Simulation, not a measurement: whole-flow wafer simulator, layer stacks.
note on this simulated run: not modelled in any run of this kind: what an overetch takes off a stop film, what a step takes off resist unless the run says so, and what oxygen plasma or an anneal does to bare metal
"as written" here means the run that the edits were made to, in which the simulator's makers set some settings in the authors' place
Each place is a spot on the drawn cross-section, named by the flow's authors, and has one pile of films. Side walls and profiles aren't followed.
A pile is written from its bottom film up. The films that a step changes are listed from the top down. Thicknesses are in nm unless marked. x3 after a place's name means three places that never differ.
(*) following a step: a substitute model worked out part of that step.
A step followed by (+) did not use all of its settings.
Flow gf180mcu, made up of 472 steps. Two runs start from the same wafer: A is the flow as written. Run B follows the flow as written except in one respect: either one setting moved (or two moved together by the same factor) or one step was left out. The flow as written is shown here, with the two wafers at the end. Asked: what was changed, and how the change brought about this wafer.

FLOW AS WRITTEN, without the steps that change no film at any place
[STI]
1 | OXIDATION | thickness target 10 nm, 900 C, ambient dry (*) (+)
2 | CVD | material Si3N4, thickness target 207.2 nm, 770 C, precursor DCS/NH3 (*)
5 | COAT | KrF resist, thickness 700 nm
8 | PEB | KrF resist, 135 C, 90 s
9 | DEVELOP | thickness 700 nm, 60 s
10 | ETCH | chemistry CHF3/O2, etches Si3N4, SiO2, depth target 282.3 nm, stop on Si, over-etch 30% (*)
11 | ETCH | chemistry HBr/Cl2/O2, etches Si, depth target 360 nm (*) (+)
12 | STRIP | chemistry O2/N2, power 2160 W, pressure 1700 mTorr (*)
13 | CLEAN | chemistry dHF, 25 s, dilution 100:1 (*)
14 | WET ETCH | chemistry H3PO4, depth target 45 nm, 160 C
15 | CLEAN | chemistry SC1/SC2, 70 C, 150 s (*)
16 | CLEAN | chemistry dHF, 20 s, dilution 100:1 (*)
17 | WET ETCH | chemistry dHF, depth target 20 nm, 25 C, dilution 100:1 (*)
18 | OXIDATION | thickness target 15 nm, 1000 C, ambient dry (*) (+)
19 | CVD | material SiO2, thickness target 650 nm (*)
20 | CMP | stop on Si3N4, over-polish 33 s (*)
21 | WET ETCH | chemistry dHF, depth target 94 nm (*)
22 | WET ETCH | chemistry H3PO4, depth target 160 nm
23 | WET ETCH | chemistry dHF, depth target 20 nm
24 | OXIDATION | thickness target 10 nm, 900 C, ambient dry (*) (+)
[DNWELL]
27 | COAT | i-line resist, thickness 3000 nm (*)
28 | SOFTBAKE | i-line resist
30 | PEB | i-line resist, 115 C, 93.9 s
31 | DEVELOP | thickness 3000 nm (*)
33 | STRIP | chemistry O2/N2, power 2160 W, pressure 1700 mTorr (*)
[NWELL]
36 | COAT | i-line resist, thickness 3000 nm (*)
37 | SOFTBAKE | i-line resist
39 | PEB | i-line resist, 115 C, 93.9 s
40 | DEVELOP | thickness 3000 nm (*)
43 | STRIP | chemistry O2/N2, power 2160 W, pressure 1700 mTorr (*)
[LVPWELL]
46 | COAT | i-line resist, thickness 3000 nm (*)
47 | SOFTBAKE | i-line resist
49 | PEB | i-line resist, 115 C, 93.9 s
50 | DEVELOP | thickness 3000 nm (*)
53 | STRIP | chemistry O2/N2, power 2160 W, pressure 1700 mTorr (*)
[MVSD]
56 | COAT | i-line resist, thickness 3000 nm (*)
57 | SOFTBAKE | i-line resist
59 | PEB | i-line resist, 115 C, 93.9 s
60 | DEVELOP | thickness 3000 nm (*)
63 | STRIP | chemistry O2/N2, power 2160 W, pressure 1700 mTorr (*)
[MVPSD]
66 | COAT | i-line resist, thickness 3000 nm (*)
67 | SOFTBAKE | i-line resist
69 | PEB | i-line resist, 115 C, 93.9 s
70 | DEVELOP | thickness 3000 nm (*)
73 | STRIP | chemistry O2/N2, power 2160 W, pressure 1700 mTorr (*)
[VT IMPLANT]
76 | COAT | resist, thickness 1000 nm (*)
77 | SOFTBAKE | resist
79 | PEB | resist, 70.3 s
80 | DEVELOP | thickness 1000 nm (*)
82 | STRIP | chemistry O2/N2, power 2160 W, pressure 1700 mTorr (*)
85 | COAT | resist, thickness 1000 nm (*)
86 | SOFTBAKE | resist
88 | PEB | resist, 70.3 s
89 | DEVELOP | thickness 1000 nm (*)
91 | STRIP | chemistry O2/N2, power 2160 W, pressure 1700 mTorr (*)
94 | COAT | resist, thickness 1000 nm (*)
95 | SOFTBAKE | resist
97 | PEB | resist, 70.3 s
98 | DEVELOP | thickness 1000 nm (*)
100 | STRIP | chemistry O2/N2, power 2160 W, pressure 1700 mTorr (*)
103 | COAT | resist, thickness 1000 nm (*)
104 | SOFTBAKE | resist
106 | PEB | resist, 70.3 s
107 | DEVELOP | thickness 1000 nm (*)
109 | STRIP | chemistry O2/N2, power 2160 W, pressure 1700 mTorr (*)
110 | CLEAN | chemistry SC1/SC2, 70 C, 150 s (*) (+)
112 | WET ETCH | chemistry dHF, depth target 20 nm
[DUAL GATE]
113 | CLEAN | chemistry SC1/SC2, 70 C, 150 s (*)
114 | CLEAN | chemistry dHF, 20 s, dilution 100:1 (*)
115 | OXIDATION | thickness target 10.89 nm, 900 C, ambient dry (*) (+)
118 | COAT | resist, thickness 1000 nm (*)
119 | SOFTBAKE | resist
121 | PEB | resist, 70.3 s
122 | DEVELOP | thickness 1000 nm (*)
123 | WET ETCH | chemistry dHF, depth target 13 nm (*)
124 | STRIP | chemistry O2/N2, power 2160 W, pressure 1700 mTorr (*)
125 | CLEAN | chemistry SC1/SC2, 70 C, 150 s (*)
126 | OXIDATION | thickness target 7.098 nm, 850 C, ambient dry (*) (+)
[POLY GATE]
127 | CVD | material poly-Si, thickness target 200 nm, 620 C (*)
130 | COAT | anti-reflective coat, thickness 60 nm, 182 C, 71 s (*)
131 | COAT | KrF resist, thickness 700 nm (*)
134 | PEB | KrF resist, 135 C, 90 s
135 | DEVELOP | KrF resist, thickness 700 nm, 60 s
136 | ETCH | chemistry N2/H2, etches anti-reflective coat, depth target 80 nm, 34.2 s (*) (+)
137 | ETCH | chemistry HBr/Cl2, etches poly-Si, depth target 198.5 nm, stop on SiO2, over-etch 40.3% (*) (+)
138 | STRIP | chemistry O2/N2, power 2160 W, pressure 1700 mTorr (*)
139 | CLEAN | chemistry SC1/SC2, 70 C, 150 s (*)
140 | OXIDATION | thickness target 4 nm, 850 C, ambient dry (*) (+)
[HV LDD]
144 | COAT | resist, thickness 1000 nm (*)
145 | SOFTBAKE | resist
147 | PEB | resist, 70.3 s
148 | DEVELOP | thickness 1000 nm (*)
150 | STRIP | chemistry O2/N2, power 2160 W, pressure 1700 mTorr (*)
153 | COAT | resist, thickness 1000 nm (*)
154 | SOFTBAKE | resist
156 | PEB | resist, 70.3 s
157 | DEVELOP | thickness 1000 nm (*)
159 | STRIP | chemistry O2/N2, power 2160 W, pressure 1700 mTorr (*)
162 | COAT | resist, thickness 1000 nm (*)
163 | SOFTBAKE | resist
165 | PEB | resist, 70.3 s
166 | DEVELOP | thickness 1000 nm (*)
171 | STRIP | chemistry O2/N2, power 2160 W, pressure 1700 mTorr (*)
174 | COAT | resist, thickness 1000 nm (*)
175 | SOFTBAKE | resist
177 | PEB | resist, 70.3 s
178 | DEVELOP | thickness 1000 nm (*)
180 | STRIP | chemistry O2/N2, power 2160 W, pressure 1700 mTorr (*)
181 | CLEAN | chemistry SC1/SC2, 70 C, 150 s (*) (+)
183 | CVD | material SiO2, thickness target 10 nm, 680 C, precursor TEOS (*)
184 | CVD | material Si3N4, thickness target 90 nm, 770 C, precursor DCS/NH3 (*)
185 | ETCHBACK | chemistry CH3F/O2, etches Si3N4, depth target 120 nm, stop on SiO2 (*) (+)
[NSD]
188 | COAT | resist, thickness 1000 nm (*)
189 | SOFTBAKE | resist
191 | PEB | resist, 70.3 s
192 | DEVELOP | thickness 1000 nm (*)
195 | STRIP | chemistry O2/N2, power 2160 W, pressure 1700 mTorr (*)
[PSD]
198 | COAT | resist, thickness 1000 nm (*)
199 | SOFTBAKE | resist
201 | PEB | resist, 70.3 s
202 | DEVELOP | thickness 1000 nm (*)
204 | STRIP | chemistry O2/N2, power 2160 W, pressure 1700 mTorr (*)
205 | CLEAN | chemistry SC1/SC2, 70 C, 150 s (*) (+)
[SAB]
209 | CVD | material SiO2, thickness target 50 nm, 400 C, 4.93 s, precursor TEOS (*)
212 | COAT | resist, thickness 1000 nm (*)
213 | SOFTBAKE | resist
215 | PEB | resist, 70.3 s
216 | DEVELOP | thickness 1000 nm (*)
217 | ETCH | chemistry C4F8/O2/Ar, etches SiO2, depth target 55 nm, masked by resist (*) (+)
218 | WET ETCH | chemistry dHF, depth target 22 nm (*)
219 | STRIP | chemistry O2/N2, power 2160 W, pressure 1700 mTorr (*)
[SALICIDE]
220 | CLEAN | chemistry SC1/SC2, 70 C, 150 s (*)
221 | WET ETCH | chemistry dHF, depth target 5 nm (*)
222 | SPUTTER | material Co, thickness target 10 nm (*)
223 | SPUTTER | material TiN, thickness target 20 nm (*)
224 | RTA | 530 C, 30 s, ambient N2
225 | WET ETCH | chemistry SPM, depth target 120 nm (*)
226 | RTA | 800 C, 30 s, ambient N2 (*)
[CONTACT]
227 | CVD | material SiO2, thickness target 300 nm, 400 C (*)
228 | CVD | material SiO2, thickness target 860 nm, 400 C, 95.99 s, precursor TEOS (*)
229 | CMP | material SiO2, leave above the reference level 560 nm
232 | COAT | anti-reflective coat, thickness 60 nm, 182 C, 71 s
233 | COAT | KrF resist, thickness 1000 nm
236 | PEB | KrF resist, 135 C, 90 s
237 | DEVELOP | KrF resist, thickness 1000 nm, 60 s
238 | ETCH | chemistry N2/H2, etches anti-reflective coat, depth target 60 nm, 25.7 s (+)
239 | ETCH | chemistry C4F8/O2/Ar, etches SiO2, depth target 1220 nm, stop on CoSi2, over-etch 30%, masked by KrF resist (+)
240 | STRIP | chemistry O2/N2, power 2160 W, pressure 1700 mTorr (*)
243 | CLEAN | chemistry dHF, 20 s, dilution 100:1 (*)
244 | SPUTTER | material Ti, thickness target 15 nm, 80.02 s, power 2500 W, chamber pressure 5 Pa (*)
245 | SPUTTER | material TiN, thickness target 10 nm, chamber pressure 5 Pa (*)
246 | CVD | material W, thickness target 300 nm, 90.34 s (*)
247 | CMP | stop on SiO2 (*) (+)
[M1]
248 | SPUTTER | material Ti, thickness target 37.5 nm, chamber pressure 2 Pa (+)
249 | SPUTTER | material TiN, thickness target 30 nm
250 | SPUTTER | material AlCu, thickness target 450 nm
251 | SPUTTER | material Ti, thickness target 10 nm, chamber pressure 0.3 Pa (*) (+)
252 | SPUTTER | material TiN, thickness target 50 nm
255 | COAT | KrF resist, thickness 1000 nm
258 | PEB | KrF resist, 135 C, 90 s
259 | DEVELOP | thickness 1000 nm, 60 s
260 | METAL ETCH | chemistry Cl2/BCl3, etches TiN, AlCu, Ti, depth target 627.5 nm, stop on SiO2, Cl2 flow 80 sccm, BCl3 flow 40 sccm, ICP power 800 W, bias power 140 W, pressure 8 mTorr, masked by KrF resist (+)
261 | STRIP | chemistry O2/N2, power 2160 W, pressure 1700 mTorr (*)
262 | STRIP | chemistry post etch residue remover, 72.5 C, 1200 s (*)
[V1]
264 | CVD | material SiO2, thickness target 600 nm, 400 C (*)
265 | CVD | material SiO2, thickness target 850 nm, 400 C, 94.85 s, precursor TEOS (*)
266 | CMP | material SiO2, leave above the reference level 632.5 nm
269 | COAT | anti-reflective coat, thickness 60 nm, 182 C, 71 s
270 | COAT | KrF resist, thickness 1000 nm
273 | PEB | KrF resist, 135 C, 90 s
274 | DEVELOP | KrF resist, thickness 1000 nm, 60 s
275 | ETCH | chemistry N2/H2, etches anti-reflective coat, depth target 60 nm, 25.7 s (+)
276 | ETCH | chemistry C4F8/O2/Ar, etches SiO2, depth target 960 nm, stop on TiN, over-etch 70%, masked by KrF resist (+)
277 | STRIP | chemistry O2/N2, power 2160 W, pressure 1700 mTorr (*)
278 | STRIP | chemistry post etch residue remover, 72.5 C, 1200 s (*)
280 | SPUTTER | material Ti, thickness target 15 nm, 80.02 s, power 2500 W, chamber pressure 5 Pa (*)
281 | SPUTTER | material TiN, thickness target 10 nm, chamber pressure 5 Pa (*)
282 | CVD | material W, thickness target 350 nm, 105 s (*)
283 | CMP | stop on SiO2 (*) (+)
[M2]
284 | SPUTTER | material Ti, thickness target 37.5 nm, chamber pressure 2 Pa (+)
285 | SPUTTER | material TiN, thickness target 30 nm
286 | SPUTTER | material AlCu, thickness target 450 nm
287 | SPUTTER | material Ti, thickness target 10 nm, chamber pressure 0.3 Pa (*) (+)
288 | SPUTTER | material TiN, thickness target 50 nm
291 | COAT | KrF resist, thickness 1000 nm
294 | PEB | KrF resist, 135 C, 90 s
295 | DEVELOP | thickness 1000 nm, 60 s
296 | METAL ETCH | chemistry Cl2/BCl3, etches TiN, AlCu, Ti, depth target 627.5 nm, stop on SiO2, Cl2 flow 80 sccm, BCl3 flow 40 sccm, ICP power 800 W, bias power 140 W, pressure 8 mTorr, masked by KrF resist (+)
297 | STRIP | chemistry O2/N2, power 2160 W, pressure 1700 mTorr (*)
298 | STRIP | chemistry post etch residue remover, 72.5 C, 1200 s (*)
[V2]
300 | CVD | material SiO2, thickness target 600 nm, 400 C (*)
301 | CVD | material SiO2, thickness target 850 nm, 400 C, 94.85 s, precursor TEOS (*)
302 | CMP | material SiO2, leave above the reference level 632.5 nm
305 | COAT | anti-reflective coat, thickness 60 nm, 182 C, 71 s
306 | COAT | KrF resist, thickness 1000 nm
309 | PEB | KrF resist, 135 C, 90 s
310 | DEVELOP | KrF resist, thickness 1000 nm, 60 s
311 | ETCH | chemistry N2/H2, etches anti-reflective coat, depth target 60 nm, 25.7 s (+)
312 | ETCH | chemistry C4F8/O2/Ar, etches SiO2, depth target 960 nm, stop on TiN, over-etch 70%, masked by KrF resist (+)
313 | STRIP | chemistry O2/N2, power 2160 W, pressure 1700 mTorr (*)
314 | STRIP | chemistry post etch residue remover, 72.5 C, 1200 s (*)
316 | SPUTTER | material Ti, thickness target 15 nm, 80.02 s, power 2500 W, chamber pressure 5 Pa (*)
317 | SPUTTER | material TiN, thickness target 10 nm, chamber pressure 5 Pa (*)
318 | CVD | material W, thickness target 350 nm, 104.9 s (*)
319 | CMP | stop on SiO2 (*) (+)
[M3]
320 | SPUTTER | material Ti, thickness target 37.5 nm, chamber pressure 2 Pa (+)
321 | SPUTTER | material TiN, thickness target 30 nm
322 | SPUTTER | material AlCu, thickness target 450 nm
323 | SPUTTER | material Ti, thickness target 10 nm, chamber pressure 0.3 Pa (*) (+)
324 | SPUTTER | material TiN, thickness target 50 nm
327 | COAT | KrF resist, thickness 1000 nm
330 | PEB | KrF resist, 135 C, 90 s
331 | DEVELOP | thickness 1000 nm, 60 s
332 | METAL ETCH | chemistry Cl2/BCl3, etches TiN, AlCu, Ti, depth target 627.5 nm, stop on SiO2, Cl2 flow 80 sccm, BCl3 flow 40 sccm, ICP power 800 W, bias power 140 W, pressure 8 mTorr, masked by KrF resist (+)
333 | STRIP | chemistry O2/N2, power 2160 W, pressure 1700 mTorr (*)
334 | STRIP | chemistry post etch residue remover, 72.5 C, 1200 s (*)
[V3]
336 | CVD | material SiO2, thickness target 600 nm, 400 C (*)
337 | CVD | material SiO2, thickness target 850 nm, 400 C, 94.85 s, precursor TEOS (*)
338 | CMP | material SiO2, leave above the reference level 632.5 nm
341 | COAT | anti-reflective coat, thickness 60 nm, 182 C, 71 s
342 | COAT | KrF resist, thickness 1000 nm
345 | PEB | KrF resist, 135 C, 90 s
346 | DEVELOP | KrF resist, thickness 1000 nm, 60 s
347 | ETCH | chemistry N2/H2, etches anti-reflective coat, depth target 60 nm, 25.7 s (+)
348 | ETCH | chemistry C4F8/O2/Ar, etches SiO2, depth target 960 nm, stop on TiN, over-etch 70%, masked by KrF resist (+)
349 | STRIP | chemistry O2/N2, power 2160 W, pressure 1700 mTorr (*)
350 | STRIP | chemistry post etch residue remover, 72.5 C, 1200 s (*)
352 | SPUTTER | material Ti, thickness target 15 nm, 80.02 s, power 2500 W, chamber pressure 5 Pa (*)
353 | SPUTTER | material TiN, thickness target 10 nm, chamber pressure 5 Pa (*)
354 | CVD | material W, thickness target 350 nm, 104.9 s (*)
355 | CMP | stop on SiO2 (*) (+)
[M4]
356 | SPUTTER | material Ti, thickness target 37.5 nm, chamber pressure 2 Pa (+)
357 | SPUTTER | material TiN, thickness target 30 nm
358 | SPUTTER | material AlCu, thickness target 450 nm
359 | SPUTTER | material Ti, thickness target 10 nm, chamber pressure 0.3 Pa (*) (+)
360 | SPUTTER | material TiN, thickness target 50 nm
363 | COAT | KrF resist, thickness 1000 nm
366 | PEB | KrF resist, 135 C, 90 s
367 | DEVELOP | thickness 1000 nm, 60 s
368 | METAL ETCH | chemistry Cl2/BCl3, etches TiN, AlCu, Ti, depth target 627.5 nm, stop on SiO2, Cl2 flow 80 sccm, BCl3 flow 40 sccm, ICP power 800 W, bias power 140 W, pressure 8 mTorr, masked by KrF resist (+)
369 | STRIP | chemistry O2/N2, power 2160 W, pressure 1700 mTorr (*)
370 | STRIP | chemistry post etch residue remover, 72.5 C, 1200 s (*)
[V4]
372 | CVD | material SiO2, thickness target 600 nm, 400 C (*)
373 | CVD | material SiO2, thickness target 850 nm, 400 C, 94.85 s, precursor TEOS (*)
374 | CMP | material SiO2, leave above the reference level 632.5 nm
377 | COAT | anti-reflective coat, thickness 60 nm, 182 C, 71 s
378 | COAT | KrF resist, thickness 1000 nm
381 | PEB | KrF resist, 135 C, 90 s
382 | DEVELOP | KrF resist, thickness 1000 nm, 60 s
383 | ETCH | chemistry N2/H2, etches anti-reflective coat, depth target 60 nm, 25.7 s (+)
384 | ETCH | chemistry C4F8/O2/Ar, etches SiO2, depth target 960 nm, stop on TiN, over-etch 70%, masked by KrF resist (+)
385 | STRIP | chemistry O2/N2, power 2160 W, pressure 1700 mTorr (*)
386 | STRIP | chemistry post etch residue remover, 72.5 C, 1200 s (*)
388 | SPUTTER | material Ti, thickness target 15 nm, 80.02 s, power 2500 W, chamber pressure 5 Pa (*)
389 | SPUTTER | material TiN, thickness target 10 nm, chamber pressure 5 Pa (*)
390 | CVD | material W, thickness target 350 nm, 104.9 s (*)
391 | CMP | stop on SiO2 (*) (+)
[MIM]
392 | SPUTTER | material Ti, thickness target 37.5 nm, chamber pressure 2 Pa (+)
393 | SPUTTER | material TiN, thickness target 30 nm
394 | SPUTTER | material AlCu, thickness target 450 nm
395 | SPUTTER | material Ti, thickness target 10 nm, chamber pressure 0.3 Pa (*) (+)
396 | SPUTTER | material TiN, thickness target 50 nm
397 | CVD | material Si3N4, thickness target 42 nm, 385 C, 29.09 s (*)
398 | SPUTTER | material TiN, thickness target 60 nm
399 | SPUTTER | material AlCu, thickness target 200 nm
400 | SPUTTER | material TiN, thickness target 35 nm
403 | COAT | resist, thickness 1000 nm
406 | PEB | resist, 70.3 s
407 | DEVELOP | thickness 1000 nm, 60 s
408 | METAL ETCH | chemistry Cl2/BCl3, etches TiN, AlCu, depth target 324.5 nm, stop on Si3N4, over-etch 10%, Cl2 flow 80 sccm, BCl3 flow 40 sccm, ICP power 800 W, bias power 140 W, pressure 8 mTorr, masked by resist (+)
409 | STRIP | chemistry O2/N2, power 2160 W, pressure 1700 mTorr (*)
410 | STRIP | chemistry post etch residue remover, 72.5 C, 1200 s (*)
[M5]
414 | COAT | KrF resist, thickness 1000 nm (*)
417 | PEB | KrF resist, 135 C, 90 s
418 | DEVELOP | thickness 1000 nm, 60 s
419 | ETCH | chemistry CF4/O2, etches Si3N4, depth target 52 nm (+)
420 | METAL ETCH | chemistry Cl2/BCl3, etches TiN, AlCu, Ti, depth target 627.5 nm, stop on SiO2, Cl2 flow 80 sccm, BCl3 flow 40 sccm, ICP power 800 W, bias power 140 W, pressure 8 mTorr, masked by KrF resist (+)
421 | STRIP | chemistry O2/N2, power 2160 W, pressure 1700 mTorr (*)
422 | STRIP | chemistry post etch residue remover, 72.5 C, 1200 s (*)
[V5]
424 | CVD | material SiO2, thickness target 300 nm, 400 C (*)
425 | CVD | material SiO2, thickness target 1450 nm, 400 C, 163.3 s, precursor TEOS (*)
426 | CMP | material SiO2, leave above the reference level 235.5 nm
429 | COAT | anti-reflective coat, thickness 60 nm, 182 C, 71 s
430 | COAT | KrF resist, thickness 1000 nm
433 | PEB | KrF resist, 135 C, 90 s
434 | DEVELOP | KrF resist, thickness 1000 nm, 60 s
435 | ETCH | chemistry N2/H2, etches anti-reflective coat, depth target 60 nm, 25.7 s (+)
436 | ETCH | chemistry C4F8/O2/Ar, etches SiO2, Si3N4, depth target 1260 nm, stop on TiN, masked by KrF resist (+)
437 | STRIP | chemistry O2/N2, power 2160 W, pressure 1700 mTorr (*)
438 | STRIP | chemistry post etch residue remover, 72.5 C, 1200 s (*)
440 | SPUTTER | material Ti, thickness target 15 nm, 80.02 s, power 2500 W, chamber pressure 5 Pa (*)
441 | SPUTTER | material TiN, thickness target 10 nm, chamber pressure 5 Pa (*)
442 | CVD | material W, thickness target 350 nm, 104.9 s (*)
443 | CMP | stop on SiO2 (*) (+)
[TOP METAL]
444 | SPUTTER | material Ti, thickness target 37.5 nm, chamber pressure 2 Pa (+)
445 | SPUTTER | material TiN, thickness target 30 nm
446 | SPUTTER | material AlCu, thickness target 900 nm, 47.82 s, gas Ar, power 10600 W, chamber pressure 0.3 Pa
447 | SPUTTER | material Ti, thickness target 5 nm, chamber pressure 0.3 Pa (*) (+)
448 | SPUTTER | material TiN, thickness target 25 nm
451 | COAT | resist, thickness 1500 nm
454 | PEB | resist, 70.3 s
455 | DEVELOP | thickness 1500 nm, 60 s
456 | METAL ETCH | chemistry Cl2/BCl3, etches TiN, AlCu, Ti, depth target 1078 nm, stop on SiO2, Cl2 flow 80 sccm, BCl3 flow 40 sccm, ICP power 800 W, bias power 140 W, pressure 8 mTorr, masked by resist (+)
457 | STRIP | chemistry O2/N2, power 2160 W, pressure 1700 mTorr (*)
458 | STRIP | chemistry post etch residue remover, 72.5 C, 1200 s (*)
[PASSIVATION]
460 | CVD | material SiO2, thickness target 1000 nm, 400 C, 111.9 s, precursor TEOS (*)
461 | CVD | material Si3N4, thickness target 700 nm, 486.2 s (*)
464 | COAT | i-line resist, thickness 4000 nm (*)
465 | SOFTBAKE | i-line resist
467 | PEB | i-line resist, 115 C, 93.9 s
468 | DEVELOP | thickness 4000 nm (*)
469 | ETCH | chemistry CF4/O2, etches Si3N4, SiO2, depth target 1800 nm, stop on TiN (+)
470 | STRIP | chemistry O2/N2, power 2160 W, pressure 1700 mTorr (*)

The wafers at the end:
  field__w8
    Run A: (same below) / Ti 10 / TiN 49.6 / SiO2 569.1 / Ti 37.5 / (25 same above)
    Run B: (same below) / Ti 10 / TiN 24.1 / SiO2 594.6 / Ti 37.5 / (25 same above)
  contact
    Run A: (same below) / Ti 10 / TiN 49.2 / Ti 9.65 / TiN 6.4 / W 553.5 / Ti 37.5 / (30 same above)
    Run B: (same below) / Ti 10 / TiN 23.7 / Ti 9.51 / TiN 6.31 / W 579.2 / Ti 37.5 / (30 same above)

What caused this: step 288, SPUTTER: thickness target 24.5 nm was run, whereas the flow has thickness target 50 nm.

How this came from the change, step by step:
  288 | SPUTTER | material TiN, thickness target 50 nm
      field, field__w1, field__w2 and 108 more: A +50 TiN (new film) | B +24.5 TiN (new film)
  296 | METAL ETCH | chemistry Cl2/BCl3, etches TiN, AlCu, Ti, depth target 627.5 nm, stop on SiO2, Cl2 flow 80 sccm, BCl3 flow 40 sccm, ICP power 800 W, bias power 140 W, pressure 8 mTorr, masked by KrF resist (+)
      field, field__w1, field__w2 and 103 more: A -50 TiN (all of it), -10 Ti (all of it), -450 AlCu (all of it), -30 TiN (all of it), -37.5 Ti (all of it) | B -24.5 TiN (all of it), -10 Ti (all of it), -450 AlCu (all of it), -30 TiN (all of it), -37.5 Ti (all of it)
  302 | CMP | material SiO2, leave above the reference level 632.5 nm
      field__w8, contact, m1, m1__w1, m1_nw: A -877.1 SiO2 | B -851.6 SiO2
  312 | ETCH | chemistry C4F8/O2/Ar, etches SiO2, depth target 960 nm, stop on TiN, over-etch 70%, masked by KrF resist (+)
      contact: A -572.5 SiO2 (all of it) | B -598 SiO2 (all of it)
  318 | CVD | material W, thickness target 350 nm, 104.9 s (*)
      contact: A +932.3 W (new film) | B +958 W (new film)
